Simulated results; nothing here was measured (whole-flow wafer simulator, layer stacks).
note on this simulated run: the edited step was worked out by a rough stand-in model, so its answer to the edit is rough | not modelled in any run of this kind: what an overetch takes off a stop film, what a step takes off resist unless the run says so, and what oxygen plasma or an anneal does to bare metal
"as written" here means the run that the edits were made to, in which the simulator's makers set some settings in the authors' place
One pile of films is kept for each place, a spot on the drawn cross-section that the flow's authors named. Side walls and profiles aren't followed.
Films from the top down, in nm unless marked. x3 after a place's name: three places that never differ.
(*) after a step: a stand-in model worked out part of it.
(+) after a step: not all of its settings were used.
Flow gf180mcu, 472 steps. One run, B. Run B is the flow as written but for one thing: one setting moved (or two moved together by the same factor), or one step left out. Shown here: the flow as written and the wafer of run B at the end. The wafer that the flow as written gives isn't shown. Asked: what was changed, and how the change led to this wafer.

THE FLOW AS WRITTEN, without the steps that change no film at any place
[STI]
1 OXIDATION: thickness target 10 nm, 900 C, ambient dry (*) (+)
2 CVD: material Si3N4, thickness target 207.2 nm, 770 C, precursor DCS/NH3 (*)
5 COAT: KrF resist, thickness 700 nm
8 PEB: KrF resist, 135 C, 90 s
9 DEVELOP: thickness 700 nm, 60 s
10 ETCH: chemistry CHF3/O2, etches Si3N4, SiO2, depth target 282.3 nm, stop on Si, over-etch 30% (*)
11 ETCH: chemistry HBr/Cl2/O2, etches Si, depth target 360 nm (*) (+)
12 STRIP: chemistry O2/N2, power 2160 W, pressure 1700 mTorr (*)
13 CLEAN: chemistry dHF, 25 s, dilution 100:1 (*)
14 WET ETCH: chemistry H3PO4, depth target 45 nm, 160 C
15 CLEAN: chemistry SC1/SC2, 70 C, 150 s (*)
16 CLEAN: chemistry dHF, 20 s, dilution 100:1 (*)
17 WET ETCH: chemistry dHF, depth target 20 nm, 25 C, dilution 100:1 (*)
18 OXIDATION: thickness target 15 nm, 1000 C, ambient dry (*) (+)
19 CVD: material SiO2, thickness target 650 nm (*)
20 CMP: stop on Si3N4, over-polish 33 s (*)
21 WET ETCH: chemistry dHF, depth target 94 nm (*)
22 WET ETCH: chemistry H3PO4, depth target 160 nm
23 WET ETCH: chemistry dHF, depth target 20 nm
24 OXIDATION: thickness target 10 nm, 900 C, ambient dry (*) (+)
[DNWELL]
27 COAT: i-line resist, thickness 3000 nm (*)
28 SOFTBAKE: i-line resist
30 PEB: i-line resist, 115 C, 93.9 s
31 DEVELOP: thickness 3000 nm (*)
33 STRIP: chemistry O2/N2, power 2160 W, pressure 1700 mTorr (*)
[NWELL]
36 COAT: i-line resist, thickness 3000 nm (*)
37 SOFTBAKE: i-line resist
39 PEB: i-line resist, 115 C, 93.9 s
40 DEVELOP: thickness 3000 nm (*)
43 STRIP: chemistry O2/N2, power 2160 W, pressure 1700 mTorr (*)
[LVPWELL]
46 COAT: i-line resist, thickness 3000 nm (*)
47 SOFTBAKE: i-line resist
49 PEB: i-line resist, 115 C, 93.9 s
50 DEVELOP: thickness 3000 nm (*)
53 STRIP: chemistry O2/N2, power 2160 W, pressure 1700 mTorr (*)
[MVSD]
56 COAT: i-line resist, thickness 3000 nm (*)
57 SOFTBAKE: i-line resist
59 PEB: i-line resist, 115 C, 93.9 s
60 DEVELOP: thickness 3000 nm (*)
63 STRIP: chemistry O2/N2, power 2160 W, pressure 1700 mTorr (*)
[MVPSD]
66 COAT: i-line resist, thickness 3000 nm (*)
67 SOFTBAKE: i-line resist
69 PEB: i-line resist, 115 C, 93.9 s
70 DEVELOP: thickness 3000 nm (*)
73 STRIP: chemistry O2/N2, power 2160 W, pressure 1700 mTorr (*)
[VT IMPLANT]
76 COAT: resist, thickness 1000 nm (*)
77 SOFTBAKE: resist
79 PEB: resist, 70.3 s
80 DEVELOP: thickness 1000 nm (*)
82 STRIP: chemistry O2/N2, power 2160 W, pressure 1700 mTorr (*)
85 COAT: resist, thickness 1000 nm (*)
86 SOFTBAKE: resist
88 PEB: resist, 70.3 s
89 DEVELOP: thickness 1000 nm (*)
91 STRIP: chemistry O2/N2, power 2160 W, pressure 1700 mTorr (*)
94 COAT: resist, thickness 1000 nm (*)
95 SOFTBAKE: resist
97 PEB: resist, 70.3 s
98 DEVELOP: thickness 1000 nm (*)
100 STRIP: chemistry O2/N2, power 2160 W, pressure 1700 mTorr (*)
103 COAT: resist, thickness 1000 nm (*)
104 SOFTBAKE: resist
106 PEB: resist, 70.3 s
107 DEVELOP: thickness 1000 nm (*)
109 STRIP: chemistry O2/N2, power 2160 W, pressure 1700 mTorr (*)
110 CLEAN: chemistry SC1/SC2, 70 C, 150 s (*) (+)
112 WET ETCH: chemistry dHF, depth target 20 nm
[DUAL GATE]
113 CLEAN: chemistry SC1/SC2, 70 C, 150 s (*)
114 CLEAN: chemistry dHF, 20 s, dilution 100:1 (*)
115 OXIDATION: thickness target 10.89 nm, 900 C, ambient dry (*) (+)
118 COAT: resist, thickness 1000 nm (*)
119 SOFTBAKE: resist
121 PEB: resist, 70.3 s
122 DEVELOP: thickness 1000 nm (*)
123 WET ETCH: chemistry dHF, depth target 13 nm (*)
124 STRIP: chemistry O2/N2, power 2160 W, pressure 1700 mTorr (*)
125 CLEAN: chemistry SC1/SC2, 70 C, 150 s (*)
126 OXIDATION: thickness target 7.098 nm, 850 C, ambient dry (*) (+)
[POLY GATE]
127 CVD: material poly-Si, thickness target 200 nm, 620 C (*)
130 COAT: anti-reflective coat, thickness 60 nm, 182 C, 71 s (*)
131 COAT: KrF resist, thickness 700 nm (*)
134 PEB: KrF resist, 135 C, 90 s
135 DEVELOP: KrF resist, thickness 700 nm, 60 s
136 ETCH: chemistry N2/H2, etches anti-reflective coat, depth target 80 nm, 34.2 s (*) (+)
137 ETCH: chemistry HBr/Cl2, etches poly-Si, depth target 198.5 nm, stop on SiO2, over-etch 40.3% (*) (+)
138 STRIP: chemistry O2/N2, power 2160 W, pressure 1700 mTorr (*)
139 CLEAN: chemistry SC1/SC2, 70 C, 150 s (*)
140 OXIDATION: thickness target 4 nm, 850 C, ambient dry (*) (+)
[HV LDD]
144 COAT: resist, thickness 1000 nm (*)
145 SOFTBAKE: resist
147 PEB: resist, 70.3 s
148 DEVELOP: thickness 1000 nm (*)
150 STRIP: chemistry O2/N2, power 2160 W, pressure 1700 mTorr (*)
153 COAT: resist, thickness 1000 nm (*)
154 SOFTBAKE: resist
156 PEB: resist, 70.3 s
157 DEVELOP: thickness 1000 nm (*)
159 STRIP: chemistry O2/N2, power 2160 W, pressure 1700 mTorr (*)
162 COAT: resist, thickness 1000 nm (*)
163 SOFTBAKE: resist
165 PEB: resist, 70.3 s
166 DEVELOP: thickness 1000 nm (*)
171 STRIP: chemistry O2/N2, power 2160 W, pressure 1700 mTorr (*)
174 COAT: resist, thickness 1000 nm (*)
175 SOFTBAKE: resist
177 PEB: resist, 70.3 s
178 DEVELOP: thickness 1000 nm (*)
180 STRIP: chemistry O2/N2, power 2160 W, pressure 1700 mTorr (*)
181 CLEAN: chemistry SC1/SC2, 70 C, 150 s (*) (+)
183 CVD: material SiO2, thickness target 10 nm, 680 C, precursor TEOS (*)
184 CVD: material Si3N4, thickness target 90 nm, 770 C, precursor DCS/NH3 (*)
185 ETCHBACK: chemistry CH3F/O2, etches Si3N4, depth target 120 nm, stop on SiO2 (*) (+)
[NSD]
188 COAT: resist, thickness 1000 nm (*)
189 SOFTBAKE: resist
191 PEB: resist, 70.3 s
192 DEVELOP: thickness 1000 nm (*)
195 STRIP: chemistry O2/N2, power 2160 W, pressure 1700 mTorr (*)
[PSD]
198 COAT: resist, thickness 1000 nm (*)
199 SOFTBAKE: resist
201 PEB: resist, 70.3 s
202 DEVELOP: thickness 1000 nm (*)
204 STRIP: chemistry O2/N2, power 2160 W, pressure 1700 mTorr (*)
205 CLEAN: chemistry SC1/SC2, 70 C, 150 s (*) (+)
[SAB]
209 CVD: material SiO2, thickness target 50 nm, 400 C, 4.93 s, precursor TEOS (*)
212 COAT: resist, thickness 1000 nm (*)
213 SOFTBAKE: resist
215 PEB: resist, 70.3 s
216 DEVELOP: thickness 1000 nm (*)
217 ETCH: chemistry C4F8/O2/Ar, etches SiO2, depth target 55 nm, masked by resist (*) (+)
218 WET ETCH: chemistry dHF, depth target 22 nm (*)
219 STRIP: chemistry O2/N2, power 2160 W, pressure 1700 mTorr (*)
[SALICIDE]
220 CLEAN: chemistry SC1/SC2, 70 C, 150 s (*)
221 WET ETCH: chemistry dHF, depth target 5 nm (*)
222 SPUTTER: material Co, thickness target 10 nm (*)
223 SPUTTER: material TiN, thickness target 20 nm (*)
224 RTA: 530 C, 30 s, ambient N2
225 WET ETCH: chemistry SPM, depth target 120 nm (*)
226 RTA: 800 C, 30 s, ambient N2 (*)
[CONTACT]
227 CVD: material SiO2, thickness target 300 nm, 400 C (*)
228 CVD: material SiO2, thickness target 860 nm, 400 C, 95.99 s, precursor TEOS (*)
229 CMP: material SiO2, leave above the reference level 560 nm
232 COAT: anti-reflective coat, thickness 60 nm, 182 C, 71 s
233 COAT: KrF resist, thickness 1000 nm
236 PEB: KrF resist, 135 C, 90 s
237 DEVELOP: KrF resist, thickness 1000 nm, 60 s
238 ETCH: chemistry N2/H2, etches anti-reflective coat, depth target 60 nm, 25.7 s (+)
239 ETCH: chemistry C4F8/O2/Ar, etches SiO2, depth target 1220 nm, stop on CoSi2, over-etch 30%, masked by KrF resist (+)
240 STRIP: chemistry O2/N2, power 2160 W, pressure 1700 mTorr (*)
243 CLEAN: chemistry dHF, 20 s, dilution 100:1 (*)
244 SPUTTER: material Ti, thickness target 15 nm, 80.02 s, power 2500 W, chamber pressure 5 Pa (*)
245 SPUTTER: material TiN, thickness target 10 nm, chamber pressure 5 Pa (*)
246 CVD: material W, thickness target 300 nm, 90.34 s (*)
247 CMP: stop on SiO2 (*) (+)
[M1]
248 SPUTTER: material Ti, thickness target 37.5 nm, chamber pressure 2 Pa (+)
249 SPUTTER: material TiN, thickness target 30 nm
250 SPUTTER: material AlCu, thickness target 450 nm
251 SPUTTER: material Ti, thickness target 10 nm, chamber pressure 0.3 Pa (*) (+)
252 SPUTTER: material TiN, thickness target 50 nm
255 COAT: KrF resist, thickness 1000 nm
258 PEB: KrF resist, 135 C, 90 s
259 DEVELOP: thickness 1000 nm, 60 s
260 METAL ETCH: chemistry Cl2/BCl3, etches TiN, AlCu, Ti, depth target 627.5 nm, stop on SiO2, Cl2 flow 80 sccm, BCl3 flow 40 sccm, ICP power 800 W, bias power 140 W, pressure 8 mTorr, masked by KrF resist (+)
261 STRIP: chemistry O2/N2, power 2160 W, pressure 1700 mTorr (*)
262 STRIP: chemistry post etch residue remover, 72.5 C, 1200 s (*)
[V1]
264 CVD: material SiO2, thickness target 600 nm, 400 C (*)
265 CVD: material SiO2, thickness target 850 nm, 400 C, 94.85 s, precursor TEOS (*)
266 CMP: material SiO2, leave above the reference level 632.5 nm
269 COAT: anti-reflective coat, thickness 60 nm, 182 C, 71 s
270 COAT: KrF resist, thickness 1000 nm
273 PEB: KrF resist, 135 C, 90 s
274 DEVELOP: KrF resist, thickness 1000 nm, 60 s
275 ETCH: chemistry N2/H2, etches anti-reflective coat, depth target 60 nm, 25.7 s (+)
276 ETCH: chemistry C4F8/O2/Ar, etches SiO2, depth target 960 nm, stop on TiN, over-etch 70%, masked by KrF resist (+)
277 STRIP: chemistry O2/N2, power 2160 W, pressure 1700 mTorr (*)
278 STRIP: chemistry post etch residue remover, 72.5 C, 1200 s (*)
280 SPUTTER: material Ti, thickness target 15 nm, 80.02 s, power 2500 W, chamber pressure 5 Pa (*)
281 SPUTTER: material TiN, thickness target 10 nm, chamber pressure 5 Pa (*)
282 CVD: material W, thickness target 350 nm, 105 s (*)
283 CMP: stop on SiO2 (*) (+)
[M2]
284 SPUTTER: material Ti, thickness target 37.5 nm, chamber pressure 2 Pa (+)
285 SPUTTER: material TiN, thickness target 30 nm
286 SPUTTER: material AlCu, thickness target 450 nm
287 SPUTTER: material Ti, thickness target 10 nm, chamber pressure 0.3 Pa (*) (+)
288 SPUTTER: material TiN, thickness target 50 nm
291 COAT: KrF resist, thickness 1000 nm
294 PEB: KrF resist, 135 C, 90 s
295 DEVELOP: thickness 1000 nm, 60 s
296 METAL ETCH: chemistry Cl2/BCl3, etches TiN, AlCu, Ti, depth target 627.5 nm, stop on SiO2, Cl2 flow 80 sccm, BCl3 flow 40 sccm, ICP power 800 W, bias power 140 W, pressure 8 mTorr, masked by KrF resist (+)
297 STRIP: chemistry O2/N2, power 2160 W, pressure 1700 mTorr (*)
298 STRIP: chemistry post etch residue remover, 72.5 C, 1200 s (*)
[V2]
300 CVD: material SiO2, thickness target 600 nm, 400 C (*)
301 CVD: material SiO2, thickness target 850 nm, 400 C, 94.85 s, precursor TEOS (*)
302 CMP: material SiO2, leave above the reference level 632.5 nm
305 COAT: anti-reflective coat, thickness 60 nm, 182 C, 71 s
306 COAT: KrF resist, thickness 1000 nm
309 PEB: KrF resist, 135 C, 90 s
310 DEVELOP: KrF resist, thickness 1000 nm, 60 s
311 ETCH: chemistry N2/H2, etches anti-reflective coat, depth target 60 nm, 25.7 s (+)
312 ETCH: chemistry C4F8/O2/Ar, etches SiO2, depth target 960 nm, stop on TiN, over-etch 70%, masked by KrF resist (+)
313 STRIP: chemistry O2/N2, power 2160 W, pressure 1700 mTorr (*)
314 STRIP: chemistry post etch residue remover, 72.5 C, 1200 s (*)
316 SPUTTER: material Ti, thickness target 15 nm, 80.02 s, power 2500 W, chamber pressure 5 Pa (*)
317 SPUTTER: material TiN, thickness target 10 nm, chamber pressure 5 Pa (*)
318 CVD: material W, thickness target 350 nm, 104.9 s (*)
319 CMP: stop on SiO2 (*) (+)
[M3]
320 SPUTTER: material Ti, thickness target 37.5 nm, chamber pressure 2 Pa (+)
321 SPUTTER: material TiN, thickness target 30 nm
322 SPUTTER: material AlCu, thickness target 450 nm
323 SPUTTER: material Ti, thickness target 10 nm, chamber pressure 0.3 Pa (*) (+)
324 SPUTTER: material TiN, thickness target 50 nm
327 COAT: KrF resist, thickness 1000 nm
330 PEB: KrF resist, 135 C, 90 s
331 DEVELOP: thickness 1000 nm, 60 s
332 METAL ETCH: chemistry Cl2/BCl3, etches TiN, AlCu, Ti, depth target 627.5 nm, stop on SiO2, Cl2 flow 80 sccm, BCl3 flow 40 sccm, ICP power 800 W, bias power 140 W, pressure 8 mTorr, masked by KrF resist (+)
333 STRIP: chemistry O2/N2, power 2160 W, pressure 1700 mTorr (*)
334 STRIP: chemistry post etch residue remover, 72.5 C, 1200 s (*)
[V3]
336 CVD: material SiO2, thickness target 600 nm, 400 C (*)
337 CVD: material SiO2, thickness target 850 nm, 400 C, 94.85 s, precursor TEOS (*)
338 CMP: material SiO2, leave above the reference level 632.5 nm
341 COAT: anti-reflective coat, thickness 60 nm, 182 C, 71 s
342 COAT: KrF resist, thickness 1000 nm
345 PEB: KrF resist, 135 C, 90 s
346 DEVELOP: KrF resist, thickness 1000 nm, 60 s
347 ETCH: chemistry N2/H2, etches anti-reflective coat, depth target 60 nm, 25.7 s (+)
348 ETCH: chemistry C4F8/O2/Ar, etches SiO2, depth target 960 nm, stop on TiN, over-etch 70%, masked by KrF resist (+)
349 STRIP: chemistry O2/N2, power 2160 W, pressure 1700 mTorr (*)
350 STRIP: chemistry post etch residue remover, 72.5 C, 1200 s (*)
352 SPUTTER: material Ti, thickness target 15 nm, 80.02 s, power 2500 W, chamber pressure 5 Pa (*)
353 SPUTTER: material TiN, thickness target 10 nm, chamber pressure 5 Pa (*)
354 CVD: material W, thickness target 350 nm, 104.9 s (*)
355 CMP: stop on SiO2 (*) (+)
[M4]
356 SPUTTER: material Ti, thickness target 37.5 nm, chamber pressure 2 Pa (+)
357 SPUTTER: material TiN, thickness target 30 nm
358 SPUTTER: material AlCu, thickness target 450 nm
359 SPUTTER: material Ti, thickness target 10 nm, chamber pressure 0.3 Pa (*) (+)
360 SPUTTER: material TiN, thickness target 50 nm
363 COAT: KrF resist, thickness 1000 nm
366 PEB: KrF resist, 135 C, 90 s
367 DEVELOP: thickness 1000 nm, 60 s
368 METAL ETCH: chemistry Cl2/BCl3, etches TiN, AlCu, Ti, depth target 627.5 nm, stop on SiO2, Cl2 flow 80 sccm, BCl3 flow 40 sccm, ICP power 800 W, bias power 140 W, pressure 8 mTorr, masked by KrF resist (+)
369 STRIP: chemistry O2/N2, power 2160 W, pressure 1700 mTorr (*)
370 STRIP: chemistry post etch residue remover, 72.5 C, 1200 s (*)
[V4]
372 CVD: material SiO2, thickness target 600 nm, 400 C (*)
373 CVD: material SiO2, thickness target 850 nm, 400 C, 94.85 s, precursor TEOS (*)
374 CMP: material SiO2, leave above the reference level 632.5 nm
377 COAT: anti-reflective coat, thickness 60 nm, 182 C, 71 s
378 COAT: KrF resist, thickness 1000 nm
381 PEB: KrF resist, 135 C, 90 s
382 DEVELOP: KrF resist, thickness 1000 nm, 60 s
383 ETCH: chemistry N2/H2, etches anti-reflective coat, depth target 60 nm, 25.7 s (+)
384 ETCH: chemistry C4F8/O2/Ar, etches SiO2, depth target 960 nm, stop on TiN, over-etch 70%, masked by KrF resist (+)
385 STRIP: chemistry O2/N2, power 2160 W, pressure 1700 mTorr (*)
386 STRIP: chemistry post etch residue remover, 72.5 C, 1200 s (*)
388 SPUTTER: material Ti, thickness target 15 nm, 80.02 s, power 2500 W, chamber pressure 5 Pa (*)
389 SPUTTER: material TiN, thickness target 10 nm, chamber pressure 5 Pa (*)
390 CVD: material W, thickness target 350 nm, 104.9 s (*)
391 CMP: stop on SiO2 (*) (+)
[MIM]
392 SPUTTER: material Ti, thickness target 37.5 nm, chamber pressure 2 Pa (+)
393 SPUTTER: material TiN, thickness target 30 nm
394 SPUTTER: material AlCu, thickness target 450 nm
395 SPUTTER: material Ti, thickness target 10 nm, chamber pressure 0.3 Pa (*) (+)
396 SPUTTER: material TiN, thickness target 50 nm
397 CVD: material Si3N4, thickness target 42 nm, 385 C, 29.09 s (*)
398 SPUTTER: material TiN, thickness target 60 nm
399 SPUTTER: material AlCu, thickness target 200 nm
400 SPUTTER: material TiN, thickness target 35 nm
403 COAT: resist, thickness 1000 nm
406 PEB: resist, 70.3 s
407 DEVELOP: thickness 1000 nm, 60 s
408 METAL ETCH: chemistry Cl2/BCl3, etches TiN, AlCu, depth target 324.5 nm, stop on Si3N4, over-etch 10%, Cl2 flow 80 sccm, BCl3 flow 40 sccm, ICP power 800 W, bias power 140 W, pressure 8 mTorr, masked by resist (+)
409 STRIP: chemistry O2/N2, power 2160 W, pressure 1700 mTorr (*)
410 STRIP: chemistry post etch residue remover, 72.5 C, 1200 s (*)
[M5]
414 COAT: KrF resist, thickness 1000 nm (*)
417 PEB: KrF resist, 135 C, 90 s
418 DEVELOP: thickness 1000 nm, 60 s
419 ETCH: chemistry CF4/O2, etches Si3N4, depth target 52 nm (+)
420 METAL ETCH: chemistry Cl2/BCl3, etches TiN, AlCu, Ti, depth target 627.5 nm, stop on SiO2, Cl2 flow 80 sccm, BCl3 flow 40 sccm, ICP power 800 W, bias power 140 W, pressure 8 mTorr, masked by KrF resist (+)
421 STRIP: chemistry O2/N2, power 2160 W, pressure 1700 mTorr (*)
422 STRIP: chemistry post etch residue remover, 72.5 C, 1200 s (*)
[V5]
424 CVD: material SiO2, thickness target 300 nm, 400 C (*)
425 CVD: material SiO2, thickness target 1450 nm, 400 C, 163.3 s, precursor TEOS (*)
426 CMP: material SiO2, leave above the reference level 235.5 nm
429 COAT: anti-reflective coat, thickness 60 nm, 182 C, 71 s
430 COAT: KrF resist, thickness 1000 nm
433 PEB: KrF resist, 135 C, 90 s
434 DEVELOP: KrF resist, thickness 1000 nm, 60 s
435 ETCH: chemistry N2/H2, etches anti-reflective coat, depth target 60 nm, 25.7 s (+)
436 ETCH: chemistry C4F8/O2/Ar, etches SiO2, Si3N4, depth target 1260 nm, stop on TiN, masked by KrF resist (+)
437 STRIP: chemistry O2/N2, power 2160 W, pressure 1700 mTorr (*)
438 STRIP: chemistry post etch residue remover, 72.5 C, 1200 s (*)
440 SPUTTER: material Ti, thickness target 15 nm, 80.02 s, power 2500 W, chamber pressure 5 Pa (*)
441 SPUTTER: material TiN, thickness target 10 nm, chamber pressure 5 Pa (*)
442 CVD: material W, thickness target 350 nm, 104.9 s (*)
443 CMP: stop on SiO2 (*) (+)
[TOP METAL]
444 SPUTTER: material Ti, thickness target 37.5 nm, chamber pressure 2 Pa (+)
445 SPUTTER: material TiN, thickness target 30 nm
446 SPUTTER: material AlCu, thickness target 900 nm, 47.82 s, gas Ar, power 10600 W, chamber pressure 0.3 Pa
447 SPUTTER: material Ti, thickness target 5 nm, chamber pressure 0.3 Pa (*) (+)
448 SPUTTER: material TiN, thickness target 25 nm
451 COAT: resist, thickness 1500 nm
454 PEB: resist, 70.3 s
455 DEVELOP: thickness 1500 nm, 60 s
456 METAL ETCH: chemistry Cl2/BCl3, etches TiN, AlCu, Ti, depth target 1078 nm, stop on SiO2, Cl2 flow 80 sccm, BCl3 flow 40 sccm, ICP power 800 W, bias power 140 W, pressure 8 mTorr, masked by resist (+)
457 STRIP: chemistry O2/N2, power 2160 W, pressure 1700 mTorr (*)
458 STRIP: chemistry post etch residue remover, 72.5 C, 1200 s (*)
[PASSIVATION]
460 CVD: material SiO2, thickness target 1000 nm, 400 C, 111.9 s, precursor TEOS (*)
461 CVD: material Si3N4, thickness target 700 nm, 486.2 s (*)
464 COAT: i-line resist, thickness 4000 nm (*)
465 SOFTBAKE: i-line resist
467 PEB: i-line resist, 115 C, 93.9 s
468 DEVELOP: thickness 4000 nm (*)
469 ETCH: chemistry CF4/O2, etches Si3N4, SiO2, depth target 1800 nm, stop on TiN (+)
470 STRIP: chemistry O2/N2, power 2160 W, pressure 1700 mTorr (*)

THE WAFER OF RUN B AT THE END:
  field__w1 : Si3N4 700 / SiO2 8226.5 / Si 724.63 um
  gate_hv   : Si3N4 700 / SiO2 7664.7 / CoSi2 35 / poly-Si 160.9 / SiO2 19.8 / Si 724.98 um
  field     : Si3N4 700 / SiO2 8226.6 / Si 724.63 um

The cause: step 115, OXIDATION: thickness target 16.98 nm was run, where the flow has thickness target 10.89 nm.

How the change led to this, step by step:
  115 OXIDATION: thickness target 10.89 nm, 900 C, ambient dry (*) (+)
      active, n_well, p_well and 40 more: SiO2 +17 (new film), Si -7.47 (as written it would be: SiO2 +10.9 (new film), Si -4.79)
      sti, mim_1p0, pad and 19 more: SiO2 +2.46, Si -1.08 (as written it would be: SiO2 +1.22, Si -0.54)
      (and at 27 more places)
  123 WET ETCH: chemistry dHF, depth target 13 nm (*)
      active, n_well, p_well and 12 more: SiO2 -13 (as written it would be: SiO2 -10.9 (all of it))
  124 STRIP: chemistry O2/N2, power 2160 W, pressure 1700 mTorr (*)
      active, n_well, p_well and 12 more: nothing (as written it would be: chemical SiO2 +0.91 (new film), Si -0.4)
  126 OXIDATION: thickness target 7.098 nm, 850 C, ambient dry (*) (+)
      active, n_well, p_well and 12 more: SiO2 +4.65, Si -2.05 (as written it would be: SiO2 +7.1 (new film), chemical SiO2 -0.76 (all of it), Si -2.79)
      gate_hv, active_hv, active_nat and 25 more: SiO2 +3.18, Si -1.4 (as written it would be: SiO2 +3.72, Si -1.64)
  130 COAT: anti-reflective coat, thickness 60 nm, 182 C, 71 s (*)
      ldn_fp, ldp_fp: anti-reflective coat +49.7 (new film) (as written it would be: anti-reflective coat +48.5 (new film))
      ldn_dft, ldp_dft: anti-reflective coat +49.9 (new film) (as written it would be: anti-reflective coat +48.7 (new film))
      (and at 9 more places)
  136 ETCH: chemistry N2/H2, etches anti-reflective coat, depth target 80 nm, 34.2 s (*) (+)
      ldn_dft, ldp_dft: anti-reflective coat -49.9 (all of it), poly-Si -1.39 (as written it would be: anti-reflective coat -48.7 (all of it), poly-Si -1.42)
      field__w6: anti-reflective coat -56.6 (all of it), poly-Si -1.21 (as written it would be: anti-reflective coat -55.2 (all of it), poly-Si -1.25)
      (and at 5 more places)
  138 STRIP: chemistry O2/N2, power 2160 W, pressure 1700 mTorr (*)
      ld_fp_n: chemical SiO2 +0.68 (new film), KrF resist -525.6 (all of it), anti-reflective coat -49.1 (all of it), poly-Si -0.3 (as written it would be: chemical SiO2 +0.68 (new film), KrF resist -525.6 (all of it), anti-reflective coat -48.1 (all of it), poly-Si -0.3)
      ld_fp_p: chemical SiO2 +0.68 (new film), KrF resist -525.9 (all of it), anti-reflective coat -49.2 (all of it), poly-Si -0.3 (as written it would be: chemical SiO2 +0.68 (new film), KrF resist -526.2 (all of it), anti-reflective coat -47.8 (all of it), poly-Si -0.3)
      (and at 3 more places)
  189 SOFTBAKE: resist
      field__w9: resist -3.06 (as written it would be: resist +6.92)
      active_nat: resist +9.35 (as written it would be: resist +5.49)
  199 SOFTBAKE: resist
      field__w9: resist -3.06 (as written it would be: resist +6.92)
      active_nat: resist +9.35 (as written it would be: resist +5.49)
  218 WET ETCH: chemistry dHF, depth target 22 nm (*)
      active, p_well, sd_n, iso_ptap_pw, iso_ntap_nw, iso_ptap_sub, vpnp_e: SiO2 -10.2 (all of it) (as written it would be: SiO2 -9.01 (all of it))
      ldn_tap, ldn_src, ldn_drn, ldp_tap, ldp_src, ldp_drn, ldp_gr: SiO2 -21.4 (all of it) (as written it would be: SiO2 -16 (all of it))
      (and at 9 more places)
